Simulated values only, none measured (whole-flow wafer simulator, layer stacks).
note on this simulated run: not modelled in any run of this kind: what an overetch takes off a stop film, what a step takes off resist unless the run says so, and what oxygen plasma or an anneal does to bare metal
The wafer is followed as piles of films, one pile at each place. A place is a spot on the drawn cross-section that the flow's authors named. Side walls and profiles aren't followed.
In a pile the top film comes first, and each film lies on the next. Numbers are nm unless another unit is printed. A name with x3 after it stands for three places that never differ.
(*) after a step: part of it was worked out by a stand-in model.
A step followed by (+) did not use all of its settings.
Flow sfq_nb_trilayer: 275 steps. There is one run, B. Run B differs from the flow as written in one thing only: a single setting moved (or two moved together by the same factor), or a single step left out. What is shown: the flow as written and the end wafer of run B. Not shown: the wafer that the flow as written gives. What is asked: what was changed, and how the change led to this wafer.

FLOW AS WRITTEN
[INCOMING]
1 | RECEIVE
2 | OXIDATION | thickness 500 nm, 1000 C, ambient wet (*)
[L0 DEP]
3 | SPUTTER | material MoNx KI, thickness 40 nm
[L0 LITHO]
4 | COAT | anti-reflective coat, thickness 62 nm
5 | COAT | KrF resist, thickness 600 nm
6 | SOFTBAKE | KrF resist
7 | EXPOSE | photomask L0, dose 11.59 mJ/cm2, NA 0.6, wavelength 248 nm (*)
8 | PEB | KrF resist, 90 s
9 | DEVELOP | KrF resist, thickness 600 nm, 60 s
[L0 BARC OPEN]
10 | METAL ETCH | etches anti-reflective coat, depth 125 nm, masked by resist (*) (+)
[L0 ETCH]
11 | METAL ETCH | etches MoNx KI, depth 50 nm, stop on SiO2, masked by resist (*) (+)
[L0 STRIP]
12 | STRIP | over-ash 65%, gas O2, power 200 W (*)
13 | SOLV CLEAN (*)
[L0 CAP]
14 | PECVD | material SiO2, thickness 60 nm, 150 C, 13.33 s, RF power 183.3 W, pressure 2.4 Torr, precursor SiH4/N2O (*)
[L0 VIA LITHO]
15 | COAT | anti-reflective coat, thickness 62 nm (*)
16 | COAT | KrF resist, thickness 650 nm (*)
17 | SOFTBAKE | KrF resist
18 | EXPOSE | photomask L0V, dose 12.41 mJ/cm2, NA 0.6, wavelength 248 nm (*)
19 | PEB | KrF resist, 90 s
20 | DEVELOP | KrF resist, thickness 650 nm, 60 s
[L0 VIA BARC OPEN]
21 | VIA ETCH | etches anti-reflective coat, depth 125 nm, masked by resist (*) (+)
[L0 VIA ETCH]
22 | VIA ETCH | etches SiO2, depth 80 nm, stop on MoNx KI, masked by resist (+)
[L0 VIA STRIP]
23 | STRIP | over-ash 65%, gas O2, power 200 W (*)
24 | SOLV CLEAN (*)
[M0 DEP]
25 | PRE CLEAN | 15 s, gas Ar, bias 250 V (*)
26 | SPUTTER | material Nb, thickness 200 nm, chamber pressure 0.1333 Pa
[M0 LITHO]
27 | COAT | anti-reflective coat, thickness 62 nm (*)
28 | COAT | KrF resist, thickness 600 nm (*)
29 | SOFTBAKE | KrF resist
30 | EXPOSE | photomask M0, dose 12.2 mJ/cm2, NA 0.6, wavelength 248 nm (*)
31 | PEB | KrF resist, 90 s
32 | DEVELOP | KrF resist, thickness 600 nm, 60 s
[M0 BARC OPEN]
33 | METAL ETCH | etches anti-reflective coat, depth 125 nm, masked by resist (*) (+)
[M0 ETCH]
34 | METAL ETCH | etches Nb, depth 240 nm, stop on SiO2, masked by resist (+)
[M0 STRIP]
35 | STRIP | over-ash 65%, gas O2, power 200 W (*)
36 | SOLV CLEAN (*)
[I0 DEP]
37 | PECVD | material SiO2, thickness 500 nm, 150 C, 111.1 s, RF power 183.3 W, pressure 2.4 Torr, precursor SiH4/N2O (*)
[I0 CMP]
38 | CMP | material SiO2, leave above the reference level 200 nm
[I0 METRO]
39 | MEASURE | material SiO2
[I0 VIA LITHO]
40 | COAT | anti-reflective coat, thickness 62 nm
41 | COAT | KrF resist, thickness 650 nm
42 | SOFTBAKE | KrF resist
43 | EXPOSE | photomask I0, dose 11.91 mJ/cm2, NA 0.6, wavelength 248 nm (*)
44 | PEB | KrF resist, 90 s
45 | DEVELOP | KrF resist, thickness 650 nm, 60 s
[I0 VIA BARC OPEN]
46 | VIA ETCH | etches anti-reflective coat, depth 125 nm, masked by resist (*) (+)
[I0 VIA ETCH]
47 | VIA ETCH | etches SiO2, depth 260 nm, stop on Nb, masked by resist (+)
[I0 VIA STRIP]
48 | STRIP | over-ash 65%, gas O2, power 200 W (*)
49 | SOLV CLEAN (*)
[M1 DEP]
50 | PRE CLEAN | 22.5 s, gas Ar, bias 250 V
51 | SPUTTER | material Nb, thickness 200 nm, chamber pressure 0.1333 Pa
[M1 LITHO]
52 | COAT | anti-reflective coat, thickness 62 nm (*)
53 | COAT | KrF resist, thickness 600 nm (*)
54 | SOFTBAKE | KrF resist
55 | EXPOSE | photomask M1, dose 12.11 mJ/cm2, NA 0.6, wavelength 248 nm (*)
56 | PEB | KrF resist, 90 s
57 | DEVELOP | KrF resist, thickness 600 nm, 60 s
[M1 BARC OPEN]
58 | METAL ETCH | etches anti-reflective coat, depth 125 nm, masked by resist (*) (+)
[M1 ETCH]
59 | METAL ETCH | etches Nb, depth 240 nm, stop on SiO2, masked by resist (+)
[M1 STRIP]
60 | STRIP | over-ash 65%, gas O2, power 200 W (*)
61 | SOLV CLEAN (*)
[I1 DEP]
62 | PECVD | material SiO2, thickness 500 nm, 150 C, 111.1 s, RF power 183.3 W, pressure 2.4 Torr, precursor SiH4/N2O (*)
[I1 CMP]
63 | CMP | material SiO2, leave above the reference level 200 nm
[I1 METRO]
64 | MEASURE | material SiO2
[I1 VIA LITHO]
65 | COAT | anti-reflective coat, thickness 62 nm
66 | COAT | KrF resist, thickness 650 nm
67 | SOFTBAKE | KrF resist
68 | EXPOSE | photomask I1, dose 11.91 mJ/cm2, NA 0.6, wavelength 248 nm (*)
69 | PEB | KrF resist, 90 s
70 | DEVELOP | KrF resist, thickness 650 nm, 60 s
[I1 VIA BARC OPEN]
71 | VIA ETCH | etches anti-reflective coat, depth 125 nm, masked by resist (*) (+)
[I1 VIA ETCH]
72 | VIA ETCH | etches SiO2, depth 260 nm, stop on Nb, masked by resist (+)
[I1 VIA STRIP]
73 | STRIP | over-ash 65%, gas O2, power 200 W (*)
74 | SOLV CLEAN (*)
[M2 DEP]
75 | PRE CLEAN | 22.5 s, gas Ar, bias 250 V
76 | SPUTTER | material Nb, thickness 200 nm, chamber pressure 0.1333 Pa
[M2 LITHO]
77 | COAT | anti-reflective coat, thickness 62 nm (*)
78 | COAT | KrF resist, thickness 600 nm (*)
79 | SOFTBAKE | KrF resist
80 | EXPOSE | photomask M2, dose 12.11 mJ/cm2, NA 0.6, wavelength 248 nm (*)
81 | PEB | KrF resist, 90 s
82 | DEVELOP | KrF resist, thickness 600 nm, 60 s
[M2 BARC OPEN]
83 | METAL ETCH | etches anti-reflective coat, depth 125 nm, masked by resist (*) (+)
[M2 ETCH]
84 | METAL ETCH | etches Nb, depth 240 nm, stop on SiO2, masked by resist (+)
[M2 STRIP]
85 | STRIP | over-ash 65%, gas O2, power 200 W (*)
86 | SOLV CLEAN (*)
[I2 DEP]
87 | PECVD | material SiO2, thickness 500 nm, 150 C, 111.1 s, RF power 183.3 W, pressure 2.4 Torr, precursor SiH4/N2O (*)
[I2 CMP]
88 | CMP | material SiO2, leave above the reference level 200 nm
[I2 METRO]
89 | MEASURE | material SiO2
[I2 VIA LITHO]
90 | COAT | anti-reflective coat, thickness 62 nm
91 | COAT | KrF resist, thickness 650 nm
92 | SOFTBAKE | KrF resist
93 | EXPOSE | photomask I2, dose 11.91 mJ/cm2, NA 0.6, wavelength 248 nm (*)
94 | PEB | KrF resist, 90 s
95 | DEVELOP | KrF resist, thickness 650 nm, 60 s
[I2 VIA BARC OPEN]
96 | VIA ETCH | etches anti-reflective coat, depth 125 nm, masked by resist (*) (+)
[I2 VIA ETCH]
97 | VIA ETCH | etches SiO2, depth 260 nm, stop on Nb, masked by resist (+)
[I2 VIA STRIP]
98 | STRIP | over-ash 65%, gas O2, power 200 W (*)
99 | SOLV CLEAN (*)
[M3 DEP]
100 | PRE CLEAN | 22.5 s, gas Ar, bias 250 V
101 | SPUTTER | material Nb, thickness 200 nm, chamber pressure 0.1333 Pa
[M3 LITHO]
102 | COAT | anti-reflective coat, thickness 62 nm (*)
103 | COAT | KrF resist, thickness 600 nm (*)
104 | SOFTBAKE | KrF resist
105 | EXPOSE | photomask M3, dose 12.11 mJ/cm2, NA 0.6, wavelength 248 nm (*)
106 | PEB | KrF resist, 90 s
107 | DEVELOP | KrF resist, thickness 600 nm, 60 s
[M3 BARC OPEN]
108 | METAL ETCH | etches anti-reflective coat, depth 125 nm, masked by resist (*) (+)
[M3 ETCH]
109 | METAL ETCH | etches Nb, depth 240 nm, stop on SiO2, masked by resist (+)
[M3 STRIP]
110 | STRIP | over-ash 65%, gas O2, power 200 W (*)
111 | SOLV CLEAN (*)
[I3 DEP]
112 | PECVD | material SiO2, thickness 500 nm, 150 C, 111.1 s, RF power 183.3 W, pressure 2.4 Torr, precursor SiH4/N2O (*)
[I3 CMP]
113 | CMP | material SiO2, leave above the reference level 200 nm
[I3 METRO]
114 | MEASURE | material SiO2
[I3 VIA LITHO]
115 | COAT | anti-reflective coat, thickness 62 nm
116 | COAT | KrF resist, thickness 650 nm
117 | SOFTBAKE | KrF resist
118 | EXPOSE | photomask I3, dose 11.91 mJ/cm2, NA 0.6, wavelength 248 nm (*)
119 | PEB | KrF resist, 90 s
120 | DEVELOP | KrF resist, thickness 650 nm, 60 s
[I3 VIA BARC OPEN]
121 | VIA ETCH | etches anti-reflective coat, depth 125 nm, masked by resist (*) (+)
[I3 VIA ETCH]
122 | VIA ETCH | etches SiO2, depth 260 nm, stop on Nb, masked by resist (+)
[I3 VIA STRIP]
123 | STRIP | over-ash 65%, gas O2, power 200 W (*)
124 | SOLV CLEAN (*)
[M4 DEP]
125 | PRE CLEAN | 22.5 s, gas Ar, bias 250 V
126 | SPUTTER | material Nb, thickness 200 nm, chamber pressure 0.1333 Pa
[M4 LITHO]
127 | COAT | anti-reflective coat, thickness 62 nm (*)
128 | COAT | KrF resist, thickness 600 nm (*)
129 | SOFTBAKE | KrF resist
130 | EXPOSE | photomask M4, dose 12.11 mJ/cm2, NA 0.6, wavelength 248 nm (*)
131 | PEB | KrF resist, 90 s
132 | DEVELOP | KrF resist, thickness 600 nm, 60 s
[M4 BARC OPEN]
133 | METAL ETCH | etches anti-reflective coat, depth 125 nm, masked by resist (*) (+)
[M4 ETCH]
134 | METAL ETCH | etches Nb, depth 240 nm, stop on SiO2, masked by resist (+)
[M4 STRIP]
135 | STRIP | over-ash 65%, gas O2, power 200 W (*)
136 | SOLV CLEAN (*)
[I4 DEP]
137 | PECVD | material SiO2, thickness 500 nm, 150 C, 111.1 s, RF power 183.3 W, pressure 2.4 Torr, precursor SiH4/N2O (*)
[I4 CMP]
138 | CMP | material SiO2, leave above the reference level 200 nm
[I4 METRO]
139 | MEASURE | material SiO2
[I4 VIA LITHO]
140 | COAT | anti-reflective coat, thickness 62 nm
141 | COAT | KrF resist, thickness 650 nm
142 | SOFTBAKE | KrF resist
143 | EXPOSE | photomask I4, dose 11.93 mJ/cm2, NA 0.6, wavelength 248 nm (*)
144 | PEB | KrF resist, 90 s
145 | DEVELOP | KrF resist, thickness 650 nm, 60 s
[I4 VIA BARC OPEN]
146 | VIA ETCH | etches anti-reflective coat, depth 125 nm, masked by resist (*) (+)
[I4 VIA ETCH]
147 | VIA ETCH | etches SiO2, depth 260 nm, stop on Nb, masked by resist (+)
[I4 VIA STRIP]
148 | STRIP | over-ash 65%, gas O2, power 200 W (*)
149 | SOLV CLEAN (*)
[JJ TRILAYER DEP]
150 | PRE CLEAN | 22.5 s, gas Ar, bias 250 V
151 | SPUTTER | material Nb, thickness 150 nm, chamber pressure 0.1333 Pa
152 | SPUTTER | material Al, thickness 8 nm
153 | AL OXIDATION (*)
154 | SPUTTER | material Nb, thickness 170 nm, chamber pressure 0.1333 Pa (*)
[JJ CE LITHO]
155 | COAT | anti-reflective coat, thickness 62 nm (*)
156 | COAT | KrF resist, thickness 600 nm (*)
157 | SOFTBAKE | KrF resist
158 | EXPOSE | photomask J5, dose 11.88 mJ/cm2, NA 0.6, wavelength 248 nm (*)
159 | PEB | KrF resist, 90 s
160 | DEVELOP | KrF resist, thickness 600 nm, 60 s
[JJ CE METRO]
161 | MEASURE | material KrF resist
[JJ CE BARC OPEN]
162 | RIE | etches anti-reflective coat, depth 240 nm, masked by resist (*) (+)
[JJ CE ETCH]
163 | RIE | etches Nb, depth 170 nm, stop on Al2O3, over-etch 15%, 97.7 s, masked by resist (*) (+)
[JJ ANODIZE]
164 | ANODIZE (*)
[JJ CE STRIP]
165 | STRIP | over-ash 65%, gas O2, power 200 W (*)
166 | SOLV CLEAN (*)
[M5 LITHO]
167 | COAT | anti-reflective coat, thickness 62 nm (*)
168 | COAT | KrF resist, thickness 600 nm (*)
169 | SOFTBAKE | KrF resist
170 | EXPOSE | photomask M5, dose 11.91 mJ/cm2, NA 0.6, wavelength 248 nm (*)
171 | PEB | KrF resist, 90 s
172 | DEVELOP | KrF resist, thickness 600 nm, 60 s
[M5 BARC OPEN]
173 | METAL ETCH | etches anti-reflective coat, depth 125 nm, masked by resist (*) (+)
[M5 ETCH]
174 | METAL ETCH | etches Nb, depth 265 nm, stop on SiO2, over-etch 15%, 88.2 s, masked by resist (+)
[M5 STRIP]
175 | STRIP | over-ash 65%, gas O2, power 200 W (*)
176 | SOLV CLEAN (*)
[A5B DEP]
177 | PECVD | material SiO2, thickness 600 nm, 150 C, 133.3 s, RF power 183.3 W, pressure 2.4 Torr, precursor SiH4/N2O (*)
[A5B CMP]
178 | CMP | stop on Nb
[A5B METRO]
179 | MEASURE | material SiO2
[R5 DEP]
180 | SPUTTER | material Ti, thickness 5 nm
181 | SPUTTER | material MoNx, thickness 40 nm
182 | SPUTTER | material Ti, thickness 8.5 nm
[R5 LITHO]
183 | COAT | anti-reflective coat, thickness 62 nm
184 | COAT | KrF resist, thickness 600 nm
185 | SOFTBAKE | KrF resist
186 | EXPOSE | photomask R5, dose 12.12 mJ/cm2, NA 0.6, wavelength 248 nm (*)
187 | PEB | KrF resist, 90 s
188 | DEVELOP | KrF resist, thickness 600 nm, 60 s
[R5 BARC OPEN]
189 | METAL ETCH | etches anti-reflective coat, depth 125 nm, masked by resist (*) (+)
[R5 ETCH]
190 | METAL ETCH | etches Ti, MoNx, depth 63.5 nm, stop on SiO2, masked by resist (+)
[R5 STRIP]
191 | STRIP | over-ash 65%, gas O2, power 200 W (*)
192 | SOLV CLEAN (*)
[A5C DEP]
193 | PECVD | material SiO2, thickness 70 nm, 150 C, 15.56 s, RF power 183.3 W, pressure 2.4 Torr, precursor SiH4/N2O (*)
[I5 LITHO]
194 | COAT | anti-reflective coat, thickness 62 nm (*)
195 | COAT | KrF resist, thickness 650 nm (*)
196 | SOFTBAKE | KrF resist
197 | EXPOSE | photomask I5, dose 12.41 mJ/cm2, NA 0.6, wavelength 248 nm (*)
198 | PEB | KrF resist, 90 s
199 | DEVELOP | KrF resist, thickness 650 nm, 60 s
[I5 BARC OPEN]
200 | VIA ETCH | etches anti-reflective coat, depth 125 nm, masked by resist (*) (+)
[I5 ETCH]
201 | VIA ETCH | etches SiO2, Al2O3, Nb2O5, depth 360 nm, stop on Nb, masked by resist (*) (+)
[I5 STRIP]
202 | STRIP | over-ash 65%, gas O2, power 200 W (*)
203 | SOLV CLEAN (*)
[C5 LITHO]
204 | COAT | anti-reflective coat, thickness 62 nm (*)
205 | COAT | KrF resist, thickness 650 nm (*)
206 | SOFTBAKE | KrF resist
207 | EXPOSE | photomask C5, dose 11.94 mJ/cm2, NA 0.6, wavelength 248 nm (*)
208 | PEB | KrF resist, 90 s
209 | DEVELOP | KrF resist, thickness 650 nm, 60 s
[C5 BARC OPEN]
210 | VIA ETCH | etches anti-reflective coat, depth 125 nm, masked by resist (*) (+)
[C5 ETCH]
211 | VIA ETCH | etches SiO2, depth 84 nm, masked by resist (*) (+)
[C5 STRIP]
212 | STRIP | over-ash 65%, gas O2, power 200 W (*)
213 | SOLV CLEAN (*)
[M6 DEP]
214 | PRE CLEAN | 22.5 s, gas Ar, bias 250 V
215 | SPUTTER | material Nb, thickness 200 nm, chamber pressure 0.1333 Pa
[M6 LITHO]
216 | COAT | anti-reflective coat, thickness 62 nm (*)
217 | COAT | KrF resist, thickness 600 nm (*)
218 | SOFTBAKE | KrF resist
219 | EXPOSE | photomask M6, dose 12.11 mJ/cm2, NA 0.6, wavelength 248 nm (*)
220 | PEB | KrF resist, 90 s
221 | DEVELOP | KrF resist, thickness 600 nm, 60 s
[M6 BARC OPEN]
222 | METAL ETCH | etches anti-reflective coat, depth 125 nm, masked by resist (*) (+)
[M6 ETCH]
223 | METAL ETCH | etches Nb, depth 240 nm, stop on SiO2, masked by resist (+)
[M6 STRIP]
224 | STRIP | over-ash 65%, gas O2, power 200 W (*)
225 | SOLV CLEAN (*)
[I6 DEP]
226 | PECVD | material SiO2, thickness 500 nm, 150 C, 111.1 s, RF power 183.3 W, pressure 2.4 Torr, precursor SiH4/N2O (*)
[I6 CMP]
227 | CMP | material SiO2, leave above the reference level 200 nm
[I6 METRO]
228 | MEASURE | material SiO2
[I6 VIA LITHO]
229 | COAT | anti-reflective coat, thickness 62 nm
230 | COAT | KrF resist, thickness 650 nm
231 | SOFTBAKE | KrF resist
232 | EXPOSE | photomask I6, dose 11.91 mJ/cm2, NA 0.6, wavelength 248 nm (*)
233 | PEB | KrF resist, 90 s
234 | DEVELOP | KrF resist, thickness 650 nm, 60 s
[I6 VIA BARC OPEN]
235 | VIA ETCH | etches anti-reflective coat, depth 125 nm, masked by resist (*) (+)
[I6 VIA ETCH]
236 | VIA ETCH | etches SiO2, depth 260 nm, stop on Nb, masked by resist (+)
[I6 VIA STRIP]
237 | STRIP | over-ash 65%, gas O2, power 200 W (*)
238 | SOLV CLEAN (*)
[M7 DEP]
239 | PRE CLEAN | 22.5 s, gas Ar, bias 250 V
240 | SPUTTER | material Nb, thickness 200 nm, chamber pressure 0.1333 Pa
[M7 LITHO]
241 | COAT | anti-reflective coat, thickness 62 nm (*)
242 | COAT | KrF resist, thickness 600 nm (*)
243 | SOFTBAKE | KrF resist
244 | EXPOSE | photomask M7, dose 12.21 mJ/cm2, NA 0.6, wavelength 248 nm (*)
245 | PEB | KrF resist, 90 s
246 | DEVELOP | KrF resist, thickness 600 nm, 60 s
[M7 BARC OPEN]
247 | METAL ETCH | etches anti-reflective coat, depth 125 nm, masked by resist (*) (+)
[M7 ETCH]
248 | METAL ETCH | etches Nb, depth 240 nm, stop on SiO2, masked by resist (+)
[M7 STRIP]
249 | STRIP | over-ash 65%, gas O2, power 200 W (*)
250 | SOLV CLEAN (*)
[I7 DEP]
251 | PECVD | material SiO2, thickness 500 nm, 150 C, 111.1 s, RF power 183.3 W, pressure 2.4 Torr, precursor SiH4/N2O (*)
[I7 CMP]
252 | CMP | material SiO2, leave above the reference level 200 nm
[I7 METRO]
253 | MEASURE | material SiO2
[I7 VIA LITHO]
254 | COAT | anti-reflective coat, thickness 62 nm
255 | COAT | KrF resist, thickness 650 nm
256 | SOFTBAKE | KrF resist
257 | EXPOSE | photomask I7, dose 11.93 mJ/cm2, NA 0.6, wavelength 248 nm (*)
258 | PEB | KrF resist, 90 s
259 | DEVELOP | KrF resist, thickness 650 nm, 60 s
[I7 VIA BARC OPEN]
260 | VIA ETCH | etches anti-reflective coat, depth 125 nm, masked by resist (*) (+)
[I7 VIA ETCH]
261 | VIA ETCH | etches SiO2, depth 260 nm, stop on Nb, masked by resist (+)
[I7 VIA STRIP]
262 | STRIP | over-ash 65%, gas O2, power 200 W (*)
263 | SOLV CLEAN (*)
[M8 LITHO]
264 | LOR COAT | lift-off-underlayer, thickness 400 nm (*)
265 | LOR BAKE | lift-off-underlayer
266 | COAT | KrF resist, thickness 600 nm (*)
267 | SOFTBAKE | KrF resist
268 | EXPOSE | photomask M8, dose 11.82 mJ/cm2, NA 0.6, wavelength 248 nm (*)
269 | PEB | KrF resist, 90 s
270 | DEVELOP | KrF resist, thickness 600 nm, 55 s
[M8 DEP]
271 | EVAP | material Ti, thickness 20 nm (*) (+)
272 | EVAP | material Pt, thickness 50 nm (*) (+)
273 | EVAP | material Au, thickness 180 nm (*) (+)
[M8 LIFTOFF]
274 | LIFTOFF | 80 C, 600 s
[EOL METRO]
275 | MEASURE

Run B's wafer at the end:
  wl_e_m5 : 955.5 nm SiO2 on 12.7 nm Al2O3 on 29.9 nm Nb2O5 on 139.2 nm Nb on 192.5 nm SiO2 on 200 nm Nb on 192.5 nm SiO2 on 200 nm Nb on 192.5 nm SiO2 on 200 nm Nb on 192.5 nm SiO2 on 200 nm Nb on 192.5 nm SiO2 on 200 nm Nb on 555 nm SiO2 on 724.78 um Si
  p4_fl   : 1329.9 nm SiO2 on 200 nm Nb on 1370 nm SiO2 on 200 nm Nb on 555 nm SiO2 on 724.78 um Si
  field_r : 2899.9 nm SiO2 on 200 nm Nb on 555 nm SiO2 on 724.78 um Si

What caused this: step 227, CMP: leave above the reference level 154 nm was run, while the flow as written has leave above the reference level 200 nm.

How this came from the change, step by step:
  227 | CMP | material SiO2, leave above the reference level 200 nm
      field_l, p4_fl, p4_fm and 59 more: SiO2 loses 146 (in the flow as written it would be: SiO2 loses 100)
      v_sur, via_wl, via_w and 15 more: SiO2 loses 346 (in the flow as written it would be: SiO2 loses 300)
      (as well as at 26 more places)
  236 | VIA ETCH | etches SiO2, depth 260 nm, stop on Nb, masked by resist (+)
      field_l, v_sur, via_wl and 102 more: KrF resist loses 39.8 (in the flow as written it would be: KrF resist loses 44.8)
      via_v: SiO2 loses 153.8 (all of it) (in the flow as written it would be: SiO2 loses 199.8 (all of it))
  240 | SPUTTER | material Nb, thickness 200 nm, chamber pressure 0.1333 Pa
      via_v: Nb gains 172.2 (in the flow as written it would be: Nb gains 161.1)
  241 | COAT | anti-reflective coat, thickness 62 nm (*)
      via_v: anti-reflective coat gains 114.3 (new film) (in the flow as written it would be: anti-reflective coat gains 126 (new film))
  242 | COAT | KrF resist, thickness 600 nm (*)
      via_v: KrF resist gains 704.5 (new film) (in the flow as written it would be: KrF resist gains 742.5 (new film))
  249 | STRIP | over-ash 65%, gas O2, power 200 W (*)
      via_v: KrF resist loses 486.6 (all of it), anti-reflective coat loses 114.3 (all of it) (in the flow as written it would be: KrF resist loses 524.5 (all of it), anti-reflective coat loses 126 (all of it))
  251 | PECVD | material SiO2, thickness 500 nm, 150 C, 111.1 s, RF power 183.3 W, pressure 2.4 Torr, precursor SiH4/N2O (*)
      via_v: SiO2 gains 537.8 (new film) (in the flow as written it would be: SiO2 gains 621 (new film))
  252 | CMP | material SiO2, leave above the reference level 200 nm
      via_v: SiO2 loses 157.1 (in the flow as written it would be: SiO2 loses 183.1)
